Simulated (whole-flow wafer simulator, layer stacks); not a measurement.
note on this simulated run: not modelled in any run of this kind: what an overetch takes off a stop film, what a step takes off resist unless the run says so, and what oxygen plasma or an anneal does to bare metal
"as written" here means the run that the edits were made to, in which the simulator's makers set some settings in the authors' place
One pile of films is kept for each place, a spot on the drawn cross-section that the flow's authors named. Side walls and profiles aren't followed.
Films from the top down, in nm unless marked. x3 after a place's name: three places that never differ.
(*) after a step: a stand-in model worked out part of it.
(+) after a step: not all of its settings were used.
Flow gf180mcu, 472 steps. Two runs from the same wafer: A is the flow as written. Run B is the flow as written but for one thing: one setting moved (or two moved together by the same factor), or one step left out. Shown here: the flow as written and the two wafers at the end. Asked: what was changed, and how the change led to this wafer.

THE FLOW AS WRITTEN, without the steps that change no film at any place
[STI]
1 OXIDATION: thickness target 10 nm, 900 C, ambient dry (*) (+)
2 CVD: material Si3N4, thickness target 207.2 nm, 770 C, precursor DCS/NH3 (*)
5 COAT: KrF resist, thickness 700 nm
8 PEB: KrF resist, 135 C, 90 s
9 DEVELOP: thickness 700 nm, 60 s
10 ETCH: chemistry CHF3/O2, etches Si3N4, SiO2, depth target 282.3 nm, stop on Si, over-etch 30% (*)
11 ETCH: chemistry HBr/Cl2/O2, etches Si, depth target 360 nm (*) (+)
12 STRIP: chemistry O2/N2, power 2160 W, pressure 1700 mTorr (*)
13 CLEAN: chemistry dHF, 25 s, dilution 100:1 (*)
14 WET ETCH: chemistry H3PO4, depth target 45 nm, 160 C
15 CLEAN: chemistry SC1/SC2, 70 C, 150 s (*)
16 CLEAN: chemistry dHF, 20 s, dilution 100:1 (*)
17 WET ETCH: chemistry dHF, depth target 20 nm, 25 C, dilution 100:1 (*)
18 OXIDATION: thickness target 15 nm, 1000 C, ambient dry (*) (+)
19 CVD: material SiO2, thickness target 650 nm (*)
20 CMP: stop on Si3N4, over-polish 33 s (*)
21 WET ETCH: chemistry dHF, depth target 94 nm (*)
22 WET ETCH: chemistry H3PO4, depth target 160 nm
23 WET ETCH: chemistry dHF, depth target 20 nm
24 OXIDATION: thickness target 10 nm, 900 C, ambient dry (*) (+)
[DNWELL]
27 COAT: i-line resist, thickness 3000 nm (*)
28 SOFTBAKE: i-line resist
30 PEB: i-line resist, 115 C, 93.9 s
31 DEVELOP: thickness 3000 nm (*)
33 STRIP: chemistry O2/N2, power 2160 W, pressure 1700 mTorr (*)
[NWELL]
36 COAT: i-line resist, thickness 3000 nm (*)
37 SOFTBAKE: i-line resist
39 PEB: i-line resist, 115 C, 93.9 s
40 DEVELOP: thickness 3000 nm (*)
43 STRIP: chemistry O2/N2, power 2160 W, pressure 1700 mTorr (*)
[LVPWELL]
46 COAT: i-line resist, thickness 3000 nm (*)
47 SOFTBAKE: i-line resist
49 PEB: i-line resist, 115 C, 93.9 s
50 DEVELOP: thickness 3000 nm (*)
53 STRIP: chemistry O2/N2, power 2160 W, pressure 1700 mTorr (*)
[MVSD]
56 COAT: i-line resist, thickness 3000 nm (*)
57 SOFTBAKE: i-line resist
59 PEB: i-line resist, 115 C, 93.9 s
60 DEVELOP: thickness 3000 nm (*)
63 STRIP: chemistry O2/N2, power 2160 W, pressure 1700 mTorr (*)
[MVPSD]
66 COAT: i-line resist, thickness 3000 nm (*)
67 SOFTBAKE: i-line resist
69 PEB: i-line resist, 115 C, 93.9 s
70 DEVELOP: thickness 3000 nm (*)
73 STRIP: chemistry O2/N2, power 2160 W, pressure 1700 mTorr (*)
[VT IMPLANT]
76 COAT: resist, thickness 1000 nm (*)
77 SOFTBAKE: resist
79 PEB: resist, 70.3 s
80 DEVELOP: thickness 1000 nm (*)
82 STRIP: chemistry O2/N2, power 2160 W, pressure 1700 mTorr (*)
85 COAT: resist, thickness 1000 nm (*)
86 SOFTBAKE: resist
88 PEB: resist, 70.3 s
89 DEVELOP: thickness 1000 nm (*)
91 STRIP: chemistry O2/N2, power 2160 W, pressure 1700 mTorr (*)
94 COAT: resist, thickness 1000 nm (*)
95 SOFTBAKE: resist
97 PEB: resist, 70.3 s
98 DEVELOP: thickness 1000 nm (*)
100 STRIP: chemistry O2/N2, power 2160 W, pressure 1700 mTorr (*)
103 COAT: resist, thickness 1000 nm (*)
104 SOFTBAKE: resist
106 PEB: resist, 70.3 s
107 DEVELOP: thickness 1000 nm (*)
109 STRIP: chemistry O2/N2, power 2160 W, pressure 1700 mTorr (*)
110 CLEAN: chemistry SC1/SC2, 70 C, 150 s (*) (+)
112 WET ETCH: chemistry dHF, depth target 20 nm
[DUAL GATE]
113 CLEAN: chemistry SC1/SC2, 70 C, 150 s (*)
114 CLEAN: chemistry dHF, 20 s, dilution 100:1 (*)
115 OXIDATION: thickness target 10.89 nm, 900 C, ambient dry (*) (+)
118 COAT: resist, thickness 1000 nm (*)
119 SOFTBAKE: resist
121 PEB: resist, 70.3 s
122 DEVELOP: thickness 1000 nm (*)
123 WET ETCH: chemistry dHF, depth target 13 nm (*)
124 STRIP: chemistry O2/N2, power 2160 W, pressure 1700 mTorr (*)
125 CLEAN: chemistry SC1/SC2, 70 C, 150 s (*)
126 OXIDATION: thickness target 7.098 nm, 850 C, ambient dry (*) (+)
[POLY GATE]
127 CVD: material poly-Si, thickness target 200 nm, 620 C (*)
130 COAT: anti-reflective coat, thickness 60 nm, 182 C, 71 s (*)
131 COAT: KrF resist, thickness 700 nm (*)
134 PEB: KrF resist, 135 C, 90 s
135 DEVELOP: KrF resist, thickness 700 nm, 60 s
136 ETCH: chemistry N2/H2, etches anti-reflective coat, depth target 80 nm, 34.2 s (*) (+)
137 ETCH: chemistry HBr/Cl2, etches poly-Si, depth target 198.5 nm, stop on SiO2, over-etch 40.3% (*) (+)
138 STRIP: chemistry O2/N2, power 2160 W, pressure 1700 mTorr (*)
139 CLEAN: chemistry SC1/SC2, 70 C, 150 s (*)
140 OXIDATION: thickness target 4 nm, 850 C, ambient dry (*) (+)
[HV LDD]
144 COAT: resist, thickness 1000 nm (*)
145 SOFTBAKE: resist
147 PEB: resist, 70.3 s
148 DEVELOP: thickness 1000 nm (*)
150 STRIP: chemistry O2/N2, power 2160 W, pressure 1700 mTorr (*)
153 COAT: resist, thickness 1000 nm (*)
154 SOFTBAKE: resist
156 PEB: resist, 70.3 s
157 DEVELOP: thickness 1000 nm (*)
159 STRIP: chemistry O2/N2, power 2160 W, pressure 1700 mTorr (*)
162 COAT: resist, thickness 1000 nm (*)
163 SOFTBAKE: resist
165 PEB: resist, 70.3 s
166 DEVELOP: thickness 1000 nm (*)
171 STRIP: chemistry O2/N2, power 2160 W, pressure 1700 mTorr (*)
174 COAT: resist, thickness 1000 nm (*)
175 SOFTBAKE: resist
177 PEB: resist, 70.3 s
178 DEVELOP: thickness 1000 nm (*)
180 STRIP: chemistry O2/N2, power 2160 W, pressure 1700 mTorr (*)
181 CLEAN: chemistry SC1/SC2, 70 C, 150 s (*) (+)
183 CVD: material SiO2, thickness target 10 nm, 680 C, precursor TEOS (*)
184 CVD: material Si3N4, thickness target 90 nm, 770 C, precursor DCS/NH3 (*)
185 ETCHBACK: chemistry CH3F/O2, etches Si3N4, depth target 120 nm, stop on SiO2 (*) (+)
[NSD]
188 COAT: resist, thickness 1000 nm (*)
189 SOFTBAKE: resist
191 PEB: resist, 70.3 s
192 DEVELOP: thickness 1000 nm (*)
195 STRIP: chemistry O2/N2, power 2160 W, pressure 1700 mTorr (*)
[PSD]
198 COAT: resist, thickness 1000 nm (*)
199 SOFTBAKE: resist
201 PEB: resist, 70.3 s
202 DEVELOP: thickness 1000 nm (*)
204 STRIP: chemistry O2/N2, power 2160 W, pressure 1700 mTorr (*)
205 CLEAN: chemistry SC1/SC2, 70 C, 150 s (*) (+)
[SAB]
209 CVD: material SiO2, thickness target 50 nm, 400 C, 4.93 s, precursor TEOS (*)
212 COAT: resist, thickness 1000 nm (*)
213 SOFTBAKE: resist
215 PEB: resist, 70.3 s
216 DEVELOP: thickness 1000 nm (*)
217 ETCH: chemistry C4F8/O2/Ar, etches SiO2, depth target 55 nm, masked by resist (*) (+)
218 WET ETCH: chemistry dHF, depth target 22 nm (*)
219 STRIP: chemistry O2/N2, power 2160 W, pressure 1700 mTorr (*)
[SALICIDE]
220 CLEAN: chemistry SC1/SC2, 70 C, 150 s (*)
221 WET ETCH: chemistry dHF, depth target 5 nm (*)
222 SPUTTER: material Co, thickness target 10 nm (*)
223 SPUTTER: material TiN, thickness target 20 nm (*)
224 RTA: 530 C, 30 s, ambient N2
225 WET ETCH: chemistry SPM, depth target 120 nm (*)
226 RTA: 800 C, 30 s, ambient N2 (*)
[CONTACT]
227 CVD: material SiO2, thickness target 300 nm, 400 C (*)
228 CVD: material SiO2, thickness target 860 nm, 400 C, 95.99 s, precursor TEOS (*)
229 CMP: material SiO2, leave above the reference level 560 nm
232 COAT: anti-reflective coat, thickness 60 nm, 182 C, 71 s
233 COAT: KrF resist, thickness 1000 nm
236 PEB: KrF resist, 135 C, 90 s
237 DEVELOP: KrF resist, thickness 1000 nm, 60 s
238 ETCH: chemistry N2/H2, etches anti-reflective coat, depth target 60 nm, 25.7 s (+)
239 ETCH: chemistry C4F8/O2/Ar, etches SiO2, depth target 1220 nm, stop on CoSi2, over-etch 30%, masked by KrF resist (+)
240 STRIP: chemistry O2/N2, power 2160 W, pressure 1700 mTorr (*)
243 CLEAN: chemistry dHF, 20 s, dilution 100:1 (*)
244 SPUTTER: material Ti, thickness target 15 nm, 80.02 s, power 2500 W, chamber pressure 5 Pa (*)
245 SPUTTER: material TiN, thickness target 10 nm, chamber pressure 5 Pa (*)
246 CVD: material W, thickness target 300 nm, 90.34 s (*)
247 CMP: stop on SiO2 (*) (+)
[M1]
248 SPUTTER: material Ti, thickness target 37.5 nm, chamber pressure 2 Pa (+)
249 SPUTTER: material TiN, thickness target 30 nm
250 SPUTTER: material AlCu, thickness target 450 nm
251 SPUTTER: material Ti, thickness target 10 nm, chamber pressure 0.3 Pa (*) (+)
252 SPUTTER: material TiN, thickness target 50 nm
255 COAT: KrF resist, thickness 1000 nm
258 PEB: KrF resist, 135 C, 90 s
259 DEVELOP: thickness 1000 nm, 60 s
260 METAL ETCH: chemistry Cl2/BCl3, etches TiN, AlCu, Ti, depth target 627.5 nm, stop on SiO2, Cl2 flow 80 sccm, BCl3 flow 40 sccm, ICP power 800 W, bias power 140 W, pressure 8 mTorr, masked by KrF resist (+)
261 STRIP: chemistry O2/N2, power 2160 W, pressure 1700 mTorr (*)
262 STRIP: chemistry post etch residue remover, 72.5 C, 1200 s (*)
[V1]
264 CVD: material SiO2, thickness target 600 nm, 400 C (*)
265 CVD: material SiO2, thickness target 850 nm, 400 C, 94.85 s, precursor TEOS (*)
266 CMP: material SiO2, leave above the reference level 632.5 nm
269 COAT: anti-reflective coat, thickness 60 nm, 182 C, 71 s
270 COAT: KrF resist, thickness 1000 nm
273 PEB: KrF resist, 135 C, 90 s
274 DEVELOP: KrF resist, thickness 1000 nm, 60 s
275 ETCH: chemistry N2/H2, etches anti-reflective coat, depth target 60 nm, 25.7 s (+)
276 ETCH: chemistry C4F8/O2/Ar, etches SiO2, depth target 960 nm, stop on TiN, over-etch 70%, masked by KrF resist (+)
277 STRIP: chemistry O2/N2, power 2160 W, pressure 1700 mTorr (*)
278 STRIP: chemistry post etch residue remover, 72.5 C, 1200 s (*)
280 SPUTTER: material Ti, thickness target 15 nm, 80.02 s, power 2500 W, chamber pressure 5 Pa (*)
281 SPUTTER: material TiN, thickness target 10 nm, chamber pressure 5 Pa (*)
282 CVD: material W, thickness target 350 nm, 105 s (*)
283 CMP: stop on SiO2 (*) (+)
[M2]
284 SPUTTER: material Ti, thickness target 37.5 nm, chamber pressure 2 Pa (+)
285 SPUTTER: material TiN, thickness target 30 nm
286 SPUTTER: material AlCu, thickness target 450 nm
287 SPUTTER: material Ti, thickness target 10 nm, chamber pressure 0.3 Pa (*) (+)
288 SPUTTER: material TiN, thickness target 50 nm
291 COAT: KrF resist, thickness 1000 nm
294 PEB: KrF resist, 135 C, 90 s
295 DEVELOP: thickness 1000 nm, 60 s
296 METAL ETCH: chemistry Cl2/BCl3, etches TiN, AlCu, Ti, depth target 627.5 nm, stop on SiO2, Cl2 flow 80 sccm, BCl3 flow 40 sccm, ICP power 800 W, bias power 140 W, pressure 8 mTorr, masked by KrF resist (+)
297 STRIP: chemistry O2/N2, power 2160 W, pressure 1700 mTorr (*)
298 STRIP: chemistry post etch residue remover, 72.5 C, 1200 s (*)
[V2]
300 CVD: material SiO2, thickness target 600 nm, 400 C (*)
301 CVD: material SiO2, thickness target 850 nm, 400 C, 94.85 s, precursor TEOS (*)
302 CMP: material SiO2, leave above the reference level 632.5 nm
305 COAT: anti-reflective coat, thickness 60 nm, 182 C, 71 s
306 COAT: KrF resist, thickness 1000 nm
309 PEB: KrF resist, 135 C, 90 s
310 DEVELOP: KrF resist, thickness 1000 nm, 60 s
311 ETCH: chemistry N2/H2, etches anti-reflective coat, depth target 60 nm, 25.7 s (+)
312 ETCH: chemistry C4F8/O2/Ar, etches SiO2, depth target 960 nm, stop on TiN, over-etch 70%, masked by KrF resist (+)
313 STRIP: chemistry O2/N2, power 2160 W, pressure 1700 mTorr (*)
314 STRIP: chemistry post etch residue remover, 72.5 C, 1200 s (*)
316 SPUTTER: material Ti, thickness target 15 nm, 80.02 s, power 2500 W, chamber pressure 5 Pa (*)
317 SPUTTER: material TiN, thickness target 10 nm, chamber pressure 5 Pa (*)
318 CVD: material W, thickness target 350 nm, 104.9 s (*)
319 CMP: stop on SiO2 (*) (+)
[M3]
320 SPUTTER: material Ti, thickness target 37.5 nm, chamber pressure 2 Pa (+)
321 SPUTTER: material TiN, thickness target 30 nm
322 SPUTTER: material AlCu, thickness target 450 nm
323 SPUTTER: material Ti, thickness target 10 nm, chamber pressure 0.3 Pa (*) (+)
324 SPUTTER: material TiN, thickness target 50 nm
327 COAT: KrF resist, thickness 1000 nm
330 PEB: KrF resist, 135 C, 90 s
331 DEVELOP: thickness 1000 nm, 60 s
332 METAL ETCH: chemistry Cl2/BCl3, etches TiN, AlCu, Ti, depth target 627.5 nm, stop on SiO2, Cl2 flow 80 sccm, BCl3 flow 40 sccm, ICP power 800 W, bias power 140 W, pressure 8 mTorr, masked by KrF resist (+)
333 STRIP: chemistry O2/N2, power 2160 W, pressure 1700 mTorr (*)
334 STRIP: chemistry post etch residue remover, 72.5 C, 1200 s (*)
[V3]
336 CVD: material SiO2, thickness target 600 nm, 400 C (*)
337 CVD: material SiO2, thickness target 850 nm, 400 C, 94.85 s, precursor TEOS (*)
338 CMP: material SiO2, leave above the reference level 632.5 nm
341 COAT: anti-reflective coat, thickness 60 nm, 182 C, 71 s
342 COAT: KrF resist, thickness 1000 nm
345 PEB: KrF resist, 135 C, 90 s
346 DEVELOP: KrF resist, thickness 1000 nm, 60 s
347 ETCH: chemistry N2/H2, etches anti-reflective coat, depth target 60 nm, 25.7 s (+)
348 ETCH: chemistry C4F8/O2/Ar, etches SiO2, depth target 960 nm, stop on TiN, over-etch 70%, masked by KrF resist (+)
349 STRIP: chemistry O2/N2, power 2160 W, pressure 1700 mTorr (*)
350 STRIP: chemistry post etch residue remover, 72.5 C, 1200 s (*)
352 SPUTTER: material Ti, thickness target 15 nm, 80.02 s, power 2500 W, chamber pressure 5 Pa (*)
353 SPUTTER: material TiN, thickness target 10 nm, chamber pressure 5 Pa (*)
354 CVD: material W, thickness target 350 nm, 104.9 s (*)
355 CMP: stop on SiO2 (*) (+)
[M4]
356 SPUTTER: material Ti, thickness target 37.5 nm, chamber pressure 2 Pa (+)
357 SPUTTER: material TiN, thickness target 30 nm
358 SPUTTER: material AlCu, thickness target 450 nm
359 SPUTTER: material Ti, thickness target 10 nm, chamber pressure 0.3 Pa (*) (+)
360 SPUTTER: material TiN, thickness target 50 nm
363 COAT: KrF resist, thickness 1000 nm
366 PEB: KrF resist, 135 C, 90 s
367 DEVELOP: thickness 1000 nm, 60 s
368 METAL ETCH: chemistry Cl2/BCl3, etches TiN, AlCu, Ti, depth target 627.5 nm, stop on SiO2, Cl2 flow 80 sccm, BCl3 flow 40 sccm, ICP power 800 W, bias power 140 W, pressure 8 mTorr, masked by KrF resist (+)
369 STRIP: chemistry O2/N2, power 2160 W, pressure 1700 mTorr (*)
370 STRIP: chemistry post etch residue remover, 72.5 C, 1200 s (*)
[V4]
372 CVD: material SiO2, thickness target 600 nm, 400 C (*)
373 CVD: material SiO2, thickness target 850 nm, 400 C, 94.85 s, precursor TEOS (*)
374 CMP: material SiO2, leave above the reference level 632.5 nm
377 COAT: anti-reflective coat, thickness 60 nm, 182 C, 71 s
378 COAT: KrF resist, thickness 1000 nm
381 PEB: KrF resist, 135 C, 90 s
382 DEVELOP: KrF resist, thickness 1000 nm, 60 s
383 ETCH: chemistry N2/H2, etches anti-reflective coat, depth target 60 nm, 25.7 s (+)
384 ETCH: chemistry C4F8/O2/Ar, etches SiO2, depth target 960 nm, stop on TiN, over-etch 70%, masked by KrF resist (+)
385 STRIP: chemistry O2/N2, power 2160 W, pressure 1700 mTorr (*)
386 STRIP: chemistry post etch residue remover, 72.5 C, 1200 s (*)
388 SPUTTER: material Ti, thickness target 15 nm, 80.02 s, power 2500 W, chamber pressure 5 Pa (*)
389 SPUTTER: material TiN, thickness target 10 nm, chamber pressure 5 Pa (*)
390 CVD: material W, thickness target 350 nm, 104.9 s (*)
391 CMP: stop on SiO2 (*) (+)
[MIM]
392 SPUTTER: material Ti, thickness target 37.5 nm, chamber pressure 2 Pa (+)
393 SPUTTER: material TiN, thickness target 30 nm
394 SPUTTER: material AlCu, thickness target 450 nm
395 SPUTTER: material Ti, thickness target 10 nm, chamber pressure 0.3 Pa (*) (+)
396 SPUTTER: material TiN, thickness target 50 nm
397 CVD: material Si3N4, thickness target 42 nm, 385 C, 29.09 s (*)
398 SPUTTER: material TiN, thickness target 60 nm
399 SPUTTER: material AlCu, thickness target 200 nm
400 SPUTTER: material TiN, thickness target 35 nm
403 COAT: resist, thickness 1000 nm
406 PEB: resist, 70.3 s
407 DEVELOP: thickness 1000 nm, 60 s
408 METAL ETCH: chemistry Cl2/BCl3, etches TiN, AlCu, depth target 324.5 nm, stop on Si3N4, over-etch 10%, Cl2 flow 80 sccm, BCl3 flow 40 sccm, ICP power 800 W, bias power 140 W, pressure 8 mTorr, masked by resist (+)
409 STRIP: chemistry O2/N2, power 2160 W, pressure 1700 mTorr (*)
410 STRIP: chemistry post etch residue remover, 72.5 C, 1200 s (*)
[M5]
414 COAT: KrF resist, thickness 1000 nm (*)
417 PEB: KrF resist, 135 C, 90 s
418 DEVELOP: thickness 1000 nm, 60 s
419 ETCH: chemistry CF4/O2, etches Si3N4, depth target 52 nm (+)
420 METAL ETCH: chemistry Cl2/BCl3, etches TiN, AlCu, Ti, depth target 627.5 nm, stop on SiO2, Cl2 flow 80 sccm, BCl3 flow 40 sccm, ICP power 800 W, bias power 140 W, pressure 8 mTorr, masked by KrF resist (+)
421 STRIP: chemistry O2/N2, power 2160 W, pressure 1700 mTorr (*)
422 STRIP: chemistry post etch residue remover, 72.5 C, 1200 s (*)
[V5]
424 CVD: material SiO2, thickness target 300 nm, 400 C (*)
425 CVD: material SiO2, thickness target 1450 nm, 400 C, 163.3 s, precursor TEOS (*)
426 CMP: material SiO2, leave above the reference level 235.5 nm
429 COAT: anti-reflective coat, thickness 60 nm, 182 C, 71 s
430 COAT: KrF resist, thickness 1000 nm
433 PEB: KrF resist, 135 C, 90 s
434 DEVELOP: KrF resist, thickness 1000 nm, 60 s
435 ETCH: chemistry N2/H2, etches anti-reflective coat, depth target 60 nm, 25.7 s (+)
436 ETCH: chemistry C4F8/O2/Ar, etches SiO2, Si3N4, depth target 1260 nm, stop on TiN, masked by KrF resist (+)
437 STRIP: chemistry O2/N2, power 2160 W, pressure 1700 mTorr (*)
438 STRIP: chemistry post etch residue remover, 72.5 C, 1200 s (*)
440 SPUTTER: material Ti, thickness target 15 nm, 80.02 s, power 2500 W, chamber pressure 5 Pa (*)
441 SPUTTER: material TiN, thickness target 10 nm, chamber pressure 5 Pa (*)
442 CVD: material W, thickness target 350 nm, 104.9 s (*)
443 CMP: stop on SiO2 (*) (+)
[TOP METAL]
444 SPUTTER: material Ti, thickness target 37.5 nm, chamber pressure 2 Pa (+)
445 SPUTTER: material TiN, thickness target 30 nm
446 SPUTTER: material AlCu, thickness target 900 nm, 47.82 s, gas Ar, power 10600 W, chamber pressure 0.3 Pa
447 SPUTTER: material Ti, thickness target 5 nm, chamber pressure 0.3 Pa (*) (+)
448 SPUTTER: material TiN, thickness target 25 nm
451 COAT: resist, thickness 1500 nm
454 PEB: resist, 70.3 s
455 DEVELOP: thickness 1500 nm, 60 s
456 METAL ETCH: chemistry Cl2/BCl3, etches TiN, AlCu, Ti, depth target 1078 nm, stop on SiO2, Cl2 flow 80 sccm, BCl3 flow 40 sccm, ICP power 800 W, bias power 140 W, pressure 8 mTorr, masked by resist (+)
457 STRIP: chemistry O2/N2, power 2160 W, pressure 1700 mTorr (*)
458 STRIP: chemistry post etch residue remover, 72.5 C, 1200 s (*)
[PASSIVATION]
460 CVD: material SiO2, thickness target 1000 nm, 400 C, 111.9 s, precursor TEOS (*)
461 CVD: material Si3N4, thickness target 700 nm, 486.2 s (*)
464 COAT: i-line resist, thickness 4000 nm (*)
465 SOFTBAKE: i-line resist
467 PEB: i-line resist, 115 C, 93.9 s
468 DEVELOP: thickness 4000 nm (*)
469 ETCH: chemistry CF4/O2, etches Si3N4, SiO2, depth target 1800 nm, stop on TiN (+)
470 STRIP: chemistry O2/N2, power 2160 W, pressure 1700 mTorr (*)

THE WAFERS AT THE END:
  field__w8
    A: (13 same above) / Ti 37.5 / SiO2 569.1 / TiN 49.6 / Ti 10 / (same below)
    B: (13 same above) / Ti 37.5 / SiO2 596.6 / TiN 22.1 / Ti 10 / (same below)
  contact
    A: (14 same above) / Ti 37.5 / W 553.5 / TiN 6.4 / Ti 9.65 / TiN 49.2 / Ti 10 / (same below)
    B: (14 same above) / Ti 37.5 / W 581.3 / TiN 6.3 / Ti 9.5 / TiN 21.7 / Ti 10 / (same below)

The cause: step 360, SPUTTER: thickness target 22.5 nm was run, where the flow has thickness target 50 nm.

How the change led to this, step by step:
  360 SPUTTER: material TiN, thickness target 50 nm
      field, field__w1, field__w2 and 108 more: A TiN +50 (new film) | B TiN +22.5 (new film)
  368 METAL ETCH: chemistry Cl2/BCl3, etches TiN, AlCu, Ti, depth target 627.5 nm, stop on SiO2, Cl2 flow 80 sccm, BCl3 flow 40 sccm, ICP power 800 W, bias power 140 W, pressure 8 mTorr, masked by KrF resist (+)
      field, field__w1, field__w2 and 103 more: A TiN -50 (all of it), Ti -10 (all of it), AlCu -450 (all of it), TiN -30 (all of it), Ti -37.5 (all of it) | B TiN -22.5 (all of it), Ti -10 (all of it), AlCu -450 (all of it), TiN -30 (all of it), Ti -37.5 (all of it)
  374 CMP: material SiO2, leave above the reference level 632.5 nm
      field__w8, contact, m1, m1__w1, m1_nw: A SiO2 -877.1 | B SiO2 -849.6
  384 ETCH: chemistry C4F8/O2/Ar, etches SiO2, depth target 960 nm, stop on TiN, over-etch 70%, masked by KrF resist (+)
      contact: A SiO2 -572.5 (all of it) | B SiO2 -600 (all of it)
  390 CVD: material W, thickness target 350 nm, 104.9 s (*)
      contact: A W +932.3 (new film) | B W +960 (new film)
